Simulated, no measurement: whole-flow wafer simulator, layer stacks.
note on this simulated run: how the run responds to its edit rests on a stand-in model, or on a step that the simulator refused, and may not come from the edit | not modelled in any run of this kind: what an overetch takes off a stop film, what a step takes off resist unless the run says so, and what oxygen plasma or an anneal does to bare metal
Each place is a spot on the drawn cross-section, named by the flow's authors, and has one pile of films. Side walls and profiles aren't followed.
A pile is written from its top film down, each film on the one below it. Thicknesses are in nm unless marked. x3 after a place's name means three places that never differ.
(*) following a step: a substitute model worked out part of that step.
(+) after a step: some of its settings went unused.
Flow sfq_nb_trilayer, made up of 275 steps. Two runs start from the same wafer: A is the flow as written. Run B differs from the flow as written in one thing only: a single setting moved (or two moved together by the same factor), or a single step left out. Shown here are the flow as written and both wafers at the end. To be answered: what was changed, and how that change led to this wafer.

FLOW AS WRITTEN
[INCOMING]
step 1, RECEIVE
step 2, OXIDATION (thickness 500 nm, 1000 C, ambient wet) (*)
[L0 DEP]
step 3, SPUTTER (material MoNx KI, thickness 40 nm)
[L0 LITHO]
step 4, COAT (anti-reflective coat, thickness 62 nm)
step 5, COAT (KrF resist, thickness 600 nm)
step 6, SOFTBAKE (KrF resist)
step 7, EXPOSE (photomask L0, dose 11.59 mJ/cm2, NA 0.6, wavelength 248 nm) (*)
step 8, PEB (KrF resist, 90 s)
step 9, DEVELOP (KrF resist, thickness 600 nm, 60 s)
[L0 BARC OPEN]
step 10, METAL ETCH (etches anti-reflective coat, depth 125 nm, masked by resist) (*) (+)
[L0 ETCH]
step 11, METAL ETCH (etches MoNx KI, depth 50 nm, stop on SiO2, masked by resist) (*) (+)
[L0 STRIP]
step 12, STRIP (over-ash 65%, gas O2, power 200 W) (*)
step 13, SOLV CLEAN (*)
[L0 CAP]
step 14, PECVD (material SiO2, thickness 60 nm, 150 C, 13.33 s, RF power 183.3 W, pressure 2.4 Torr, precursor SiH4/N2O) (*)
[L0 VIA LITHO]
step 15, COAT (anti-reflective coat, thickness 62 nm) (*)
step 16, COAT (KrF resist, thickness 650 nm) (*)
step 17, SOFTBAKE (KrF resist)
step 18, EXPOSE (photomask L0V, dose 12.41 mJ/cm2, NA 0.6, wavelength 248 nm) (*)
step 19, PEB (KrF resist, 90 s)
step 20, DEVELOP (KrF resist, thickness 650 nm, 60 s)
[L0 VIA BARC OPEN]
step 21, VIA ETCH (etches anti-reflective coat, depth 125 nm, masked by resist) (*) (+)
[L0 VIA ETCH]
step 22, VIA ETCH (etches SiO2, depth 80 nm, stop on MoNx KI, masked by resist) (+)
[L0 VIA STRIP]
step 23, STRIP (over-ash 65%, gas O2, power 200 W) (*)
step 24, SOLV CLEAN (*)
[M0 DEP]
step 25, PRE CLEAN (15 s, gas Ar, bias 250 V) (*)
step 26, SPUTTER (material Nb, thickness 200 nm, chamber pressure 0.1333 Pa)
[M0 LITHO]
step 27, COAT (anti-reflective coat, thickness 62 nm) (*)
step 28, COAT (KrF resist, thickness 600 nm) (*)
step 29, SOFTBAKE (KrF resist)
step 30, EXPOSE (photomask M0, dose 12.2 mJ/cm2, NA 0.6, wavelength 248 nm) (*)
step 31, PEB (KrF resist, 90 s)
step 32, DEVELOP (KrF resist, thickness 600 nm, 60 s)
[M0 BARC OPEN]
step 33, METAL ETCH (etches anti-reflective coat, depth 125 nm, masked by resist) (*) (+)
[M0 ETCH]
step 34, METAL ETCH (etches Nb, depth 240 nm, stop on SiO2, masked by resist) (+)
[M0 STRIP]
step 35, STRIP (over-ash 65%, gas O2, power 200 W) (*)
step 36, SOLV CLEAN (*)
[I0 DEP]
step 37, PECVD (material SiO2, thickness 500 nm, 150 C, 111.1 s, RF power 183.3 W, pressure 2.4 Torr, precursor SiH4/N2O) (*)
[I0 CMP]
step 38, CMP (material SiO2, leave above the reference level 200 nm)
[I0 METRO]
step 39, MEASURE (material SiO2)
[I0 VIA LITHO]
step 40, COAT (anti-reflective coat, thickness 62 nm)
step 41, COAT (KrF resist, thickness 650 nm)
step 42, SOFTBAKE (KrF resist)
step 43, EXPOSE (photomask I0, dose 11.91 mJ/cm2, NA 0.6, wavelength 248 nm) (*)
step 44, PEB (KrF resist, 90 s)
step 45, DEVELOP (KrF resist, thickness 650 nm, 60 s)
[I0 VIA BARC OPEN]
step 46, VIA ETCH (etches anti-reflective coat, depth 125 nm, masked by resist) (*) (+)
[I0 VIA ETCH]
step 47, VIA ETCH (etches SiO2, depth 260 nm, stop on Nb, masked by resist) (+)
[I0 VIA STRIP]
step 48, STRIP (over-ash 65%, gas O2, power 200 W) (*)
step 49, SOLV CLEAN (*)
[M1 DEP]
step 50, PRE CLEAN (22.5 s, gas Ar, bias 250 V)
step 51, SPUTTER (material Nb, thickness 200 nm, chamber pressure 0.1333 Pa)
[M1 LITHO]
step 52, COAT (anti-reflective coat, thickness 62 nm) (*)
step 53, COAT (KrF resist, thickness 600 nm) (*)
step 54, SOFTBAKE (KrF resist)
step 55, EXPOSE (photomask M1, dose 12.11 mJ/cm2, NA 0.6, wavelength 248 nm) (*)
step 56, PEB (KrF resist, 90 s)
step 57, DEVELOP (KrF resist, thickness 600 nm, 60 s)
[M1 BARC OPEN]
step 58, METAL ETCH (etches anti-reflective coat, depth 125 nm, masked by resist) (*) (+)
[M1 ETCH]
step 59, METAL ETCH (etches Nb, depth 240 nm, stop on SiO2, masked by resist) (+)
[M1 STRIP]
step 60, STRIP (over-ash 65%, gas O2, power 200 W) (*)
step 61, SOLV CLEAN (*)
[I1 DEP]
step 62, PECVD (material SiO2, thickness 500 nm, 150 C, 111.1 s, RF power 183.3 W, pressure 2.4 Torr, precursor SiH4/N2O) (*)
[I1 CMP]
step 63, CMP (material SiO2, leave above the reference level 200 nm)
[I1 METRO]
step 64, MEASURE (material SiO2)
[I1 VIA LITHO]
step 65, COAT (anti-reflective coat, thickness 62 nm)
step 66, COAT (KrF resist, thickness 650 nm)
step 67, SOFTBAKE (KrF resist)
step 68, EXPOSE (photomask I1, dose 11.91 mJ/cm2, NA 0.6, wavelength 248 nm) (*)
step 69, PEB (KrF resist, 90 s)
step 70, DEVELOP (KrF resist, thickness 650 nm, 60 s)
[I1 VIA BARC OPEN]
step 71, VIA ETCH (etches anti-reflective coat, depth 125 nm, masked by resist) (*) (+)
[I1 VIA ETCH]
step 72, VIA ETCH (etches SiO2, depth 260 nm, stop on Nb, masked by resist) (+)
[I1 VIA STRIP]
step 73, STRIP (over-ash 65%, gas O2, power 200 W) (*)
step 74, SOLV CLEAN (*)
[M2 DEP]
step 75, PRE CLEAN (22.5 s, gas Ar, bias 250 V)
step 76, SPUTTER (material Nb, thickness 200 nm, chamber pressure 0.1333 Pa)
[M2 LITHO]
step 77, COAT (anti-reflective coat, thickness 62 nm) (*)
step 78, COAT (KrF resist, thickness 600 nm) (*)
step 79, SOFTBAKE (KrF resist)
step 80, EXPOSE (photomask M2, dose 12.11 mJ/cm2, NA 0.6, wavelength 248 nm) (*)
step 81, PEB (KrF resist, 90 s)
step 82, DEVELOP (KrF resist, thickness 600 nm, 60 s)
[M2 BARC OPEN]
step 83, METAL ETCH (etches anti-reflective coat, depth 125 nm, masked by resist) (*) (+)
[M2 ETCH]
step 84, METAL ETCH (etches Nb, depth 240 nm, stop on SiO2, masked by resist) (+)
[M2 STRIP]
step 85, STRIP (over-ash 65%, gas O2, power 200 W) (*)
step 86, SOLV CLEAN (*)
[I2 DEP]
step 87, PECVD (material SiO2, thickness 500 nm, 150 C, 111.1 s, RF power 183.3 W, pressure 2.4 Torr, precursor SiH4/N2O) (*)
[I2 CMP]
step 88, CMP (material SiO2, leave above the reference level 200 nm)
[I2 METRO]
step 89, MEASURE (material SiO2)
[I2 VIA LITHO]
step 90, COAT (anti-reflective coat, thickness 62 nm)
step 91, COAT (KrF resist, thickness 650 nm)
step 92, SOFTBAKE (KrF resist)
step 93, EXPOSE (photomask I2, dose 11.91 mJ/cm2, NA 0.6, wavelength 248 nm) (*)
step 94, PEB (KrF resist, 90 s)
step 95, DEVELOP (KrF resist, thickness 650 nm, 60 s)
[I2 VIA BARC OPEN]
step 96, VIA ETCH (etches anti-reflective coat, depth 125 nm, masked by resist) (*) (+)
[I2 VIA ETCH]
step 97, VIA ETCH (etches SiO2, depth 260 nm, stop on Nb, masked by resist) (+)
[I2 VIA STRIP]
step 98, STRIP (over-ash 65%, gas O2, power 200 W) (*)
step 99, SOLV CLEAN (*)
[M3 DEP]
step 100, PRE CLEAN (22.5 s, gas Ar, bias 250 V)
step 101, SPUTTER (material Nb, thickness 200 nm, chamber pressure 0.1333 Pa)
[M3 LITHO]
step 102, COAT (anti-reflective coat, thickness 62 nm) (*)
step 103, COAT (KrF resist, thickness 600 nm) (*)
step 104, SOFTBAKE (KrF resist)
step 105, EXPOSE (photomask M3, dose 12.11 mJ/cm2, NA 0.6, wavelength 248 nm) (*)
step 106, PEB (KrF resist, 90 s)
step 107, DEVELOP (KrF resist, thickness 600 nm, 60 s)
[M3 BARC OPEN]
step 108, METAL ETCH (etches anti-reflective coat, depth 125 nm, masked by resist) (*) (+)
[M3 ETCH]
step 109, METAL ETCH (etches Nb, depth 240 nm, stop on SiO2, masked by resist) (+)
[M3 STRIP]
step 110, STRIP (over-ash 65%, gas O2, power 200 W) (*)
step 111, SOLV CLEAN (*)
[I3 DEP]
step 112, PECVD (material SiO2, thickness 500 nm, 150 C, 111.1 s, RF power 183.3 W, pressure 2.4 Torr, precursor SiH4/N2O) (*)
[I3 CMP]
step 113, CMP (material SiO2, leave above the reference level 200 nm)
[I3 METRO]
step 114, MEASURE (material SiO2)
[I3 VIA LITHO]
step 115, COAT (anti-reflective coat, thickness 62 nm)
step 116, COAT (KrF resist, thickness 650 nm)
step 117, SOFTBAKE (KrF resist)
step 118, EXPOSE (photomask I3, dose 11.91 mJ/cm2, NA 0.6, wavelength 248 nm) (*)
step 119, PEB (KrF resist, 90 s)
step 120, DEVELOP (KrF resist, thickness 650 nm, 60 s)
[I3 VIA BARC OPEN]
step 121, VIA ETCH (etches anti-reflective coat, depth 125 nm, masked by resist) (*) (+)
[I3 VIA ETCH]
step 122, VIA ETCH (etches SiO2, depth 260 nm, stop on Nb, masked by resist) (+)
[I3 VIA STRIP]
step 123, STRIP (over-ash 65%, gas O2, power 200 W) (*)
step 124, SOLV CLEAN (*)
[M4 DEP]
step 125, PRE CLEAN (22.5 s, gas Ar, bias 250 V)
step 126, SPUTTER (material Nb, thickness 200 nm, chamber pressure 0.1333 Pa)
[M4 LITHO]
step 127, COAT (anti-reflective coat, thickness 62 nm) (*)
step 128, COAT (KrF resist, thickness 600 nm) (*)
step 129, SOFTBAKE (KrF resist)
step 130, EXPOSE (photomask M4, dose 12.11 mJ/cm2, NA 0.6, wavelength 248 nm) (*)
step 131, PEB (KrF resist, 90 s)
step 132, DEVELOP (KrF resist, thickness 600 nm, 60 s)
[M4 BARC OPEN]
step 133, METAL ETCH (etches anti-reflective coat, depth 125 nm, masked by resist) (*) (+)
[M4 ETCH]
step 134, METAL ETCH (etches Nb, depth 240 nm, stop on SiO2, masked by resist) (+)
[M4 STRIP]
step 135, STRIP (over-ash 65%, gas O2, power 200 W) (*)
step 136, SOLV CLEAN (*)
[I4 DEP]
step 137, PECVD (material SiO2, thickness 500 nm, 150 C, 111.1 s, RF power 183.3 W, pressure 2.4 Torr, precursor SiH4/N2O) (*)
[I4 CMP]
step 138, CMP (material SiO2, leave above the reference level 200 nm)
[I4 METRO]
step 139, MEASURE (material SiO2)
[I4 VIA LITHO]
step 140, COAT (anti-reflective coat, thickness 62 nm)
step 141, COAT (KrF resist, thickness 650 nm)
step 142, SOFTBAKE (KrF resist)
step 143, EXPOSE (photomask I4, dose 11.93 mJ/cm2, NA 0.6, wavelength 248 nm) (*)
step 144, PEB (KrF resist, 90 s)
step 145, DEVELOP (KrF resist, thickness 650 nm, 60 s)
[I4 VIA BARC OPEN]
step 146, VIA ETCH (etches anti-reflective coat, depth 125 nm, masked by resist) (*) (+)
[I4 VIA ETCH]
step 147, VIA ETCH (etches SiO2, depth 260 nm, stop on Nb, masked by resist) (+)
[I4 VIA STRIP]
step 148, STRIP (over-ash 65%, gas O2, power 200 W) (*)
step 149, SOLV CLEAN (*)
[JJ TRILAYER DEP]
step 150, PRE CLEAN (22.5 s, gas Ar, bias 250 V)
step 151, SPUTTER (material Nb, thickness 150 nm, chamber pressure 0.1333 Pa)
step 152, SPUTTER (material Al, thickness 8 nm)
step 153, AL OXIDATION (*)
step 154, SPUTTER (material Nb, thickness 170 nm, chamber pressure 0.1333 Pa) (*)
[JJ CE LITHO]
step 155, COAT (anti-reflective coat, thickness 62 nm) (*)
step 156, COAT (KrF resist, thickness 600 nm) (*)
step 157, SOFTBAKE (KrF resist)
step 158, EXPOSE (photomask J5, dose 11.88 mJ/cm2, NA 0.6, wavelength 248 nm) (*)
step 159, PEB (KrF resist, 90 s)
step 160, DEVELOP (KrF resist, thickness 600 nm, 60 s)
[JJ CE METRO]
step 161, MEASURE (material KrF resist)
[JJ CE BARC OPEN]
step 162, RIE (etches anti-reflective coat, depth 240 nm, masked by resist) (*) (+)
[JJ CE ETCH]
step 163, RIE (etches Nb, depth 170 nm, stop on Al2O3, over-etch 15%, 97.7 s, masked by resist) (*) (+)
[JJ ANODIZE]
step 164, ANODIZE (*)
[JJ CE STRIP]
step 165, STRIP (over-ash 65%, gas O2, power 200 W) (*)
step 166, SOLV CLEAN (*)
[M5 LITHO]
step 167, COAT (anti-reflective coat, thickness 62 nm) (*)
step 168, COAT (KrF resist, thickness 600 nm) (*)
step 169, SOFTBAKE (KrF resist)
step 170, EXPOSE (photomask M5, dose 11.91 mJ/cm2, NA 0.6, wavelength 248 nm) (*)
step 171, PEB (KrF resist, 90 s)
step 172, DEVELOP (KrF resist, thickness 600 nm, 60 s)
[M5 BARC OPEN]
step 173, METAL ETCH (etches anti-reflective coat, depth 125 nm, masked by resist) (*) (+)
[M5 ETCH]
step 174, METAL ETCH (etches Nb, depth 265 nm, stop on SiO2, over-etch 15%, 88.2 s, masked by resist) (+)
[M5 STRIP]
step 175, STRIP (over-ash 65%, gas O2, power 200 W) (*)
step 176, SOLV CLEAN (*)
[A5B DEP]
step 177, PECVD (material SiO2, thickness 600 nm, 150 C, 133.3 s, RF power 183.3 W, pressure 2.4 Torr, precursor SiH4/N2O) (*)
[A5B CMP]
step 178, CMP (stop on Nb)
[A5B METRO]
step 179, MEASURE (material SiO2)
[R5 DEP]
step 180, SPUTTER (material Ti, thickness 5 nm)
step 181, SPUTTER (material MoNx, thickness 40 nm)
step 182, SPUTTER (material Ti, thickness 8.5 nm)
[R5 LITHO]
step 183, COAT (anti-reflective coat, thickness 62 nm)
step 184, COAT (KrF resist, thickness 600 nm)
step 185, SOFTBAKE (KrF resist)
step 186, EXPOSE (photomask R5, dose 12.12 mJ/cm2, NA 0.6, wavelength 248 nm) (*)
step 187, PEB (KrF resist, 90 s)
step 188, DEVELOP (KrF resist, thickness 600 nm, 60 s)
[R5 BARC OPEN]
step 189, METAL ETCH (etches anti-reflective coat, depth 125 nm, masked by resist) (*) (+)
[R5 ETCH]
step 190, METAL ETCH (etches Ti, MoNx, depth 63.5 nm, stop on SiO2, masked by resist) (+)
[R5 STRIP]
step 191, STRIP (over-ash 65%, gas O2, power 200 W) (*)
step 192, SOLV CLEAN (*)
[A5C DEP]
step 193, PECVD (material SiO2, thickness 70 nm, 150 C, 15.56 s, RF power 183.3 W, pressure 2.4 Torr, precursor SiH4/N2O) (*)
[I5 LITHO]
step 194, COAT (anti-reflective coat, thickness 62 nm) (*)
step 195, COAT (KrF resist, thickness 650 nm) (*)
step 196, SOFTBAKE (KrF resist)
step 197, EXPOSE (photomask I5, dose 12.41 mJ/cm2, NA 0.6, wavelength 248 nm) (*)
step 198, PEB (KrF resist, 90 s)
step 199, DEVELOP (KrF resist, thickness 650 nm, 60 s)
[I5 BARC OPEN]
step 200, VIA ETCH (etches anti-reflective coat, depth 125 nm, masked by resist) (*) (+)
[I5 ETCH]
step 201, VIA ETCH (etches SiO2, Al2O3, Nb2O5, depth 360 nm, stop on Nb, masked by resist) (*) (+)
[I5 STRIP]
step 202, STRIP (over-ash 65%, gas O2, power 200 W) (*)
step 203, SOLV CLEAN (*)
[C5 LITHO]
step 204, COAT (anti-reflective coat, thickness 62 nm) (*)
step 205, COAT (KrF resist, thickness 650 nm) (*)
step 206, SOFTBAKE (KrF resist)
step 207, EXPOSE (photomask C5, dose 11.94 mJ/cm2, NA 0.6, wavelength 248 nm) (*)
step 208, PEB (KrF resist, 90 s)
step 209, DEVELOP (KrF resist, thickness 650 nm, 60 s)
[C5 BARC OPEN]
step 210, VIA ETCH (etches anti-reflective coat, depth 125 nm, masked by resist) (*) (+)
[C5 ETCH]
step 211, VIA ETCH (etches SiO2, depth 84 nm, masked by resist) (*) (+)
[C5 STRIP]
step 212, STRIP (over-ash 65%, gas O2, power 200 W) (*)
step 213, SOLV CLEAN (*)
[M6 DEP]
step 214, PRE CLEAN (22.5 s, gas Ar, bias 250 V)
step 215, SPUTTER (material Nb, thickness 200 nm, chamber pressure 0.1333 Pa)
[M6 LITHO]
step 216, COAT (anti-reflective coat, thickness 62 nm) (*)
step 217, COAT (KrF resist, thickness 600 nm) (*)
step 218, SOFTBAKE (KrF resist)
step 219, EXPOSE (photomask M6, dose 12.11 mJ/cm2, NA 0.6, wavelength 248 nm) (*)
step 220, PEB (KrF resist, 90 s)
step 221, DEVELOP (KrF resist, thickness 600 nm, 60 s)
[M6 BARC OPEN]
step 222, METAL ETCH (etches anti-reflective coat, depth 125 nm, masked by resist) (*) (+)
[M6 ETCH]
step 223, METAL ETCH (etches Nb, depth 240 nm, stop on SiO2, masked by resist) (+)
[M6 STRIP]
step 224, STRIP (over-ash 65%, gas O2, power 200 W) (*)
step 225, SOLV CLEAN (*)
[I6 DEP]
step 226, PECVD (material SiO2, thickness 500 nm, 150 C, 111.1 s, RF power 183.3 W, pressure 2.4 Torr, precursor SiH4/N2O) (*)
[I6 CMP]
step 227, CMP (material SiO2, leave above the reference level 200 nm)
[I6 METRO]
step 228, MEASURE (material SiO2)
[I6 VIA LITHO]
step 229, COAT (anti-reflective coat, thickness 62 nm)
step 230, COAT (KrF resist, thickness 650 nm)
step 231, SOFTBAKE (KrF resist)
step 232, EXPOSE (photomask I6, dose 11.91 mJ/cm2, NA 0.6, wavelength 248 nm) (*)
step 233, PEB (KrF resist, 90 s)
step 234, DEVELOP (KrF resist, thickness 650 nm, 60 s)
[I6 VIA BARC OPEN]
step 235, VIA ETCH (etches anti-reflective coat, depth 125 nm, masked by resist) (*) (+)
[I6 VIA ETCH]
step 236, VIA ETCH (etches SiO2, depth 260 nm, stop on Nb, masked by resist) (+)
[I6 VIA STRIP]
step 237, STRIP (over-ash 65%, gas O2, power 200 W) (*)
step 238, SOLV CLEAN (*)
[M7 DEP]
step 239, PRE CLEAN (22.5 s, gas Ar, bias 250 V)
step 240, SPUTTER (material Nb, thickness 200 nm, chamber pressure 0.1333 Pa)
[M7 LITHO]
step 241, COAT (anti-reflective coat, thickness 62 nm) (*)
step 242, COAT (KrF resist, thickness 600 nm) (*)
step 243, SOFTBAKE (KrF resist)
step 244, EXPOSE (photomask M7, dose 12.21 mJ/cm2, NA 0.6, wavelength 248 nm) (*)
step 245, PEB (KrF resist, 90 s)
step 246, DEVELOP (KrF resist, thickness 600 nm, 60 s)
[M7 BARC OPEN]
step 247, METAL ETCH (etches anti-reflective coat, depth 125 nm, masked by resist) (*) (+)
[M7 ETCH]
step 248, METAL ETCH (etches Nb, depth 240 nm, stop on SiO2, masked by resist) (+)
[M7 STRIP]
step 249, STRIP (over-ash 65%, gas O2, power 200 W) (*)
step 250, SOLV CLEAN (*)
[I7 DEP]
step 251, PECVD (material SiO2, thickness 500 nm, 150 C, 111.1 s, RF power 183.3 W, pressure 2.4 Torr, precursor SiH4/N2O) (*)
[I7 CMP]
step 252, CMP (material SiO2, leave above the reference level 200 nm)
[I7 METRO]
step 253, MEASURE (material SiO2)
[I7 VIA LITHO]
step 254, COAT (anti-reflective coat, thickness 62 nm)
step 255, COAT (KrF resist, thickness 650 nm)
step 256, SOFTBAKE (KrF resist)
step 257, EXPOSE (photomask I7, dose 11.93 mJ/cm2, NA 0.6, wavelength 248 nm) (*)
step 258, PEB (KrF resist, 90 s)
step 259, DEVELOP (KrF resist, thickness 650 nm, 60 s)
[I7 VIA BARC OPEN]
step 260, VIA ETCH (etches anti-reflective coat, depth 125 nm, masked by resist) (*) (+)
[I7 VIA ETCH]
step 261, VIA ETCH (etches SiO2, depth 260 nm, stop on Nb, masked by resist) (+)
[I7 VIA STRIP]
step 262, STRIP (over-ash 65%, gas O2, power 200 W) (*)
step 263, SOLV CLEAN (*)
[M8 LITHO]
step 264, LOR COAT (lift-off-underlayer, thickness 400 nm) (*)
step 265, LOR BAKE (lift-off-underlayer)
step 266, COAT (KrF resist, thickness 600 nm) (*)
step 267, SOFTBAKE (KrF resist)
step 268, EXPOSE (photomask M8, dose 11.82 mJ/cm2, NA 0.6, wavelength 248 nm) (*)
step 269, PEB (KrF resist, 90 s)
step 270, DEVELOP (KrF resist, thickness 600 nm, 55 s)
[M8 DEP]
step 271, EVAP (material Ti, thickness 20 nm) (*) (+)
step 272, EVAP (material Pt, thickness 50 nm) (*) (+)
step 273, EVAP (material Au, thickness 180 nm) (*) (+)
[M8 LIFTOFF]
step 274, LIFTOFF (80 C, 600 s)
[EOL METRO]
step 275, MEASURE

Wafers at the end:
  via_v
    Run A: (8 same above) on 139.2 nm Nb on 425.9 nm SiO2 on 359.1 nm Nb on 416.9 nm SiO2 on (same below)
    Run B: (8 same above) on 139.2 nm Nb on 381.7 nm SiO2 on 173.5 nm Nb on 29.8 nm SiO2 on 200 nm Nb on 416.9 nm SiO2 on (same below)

The reason: step 122, VIA ETCH: depth 162.5 nm was run, while the flow as written has depth 260 nm.

Step by step, how the change led to this:
  step 122, VIA ETCH (etches SiO2, depth 260 nm, stop on Nb, masked by resist) (+)
      via_v: A -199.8 SiO2 (all of it) | B -162.5 SiO2
      field_l, v_sur, via_wl and 102 more: A -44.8 KrF resist | B -28 KrF resist
  step 123, STRIP (over-ash 65%, gas O2, power 200 W) (*)
      field_l, v_sur, via_wl and 102 more: A -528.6 KrF resist (all of it), -62 anti-reflective coat (all of it) | B -545.4 KrF resist (all of it), -62 anti-reflective coat (all of it)
  step 125, PRE CLEAN (22.5 s, gas Ar, bias 250 V)
      via_v: A -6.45 Nb | B -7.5 SiO2
  step 126, SPUTTER (material Nb, thickness 200 nm, chamber pressure 0.1333 Pa)
      via_v: A +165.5 Nb | B +173.5 Nb (new film)
  step 127, COAT (anti-reflective coat, thickness 62 nm) (*)
      via_v: A +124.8 anti-reflective coat (new film) | B +115.1 anti-reflective coat (new film)
  step 128, COAT (KrF resist, thickness 600 nm) (*)
      via_v: A +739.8 KrF resist (new film) | B +710.9 KrF resist (new film)
  step 135, STRIP (over-ash 65%, gas O2, power 200 W) (*)
      via_v: A -521.8 KrF resist (all of it), -124.8 anti-reflective coat (all of it) | B -493 KrF resist (all of it), -115.1 anti-reflective coat (all of it)
  step 137, PECVD (material SiO2, thickness 500 nm, 150 C, 111.1 s, RF power 183.3 W, pressure 2.4 Torr, precursor SiH4/N2O) (*)
      via_v: A +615 SiO2 (new film) | B +546.3 SiO2 (new film)
  step 138, CMP (material SiO2, leave above the reference level 200 nm)
      via_v: A -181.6 SiO2 | B -157.1 SiO2
Taking metal films that touch as one body, via_v has 7 bodies (between them, from the top down: SiO2 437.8; SiO2 209 / Al2O3 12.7 / Nb2O5 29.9; SiO2 381.7; SiO2 29.8; SiO2 416.9; SiO2 192.5); the flow as written gives 6 bodies (between them, from the top down: SiO2 437.8; SiO2 209 / Al2O3 12.7 / Nb2O5 29.9; SiO2 425.9; SiO2 416.9; SiO2 192.5).
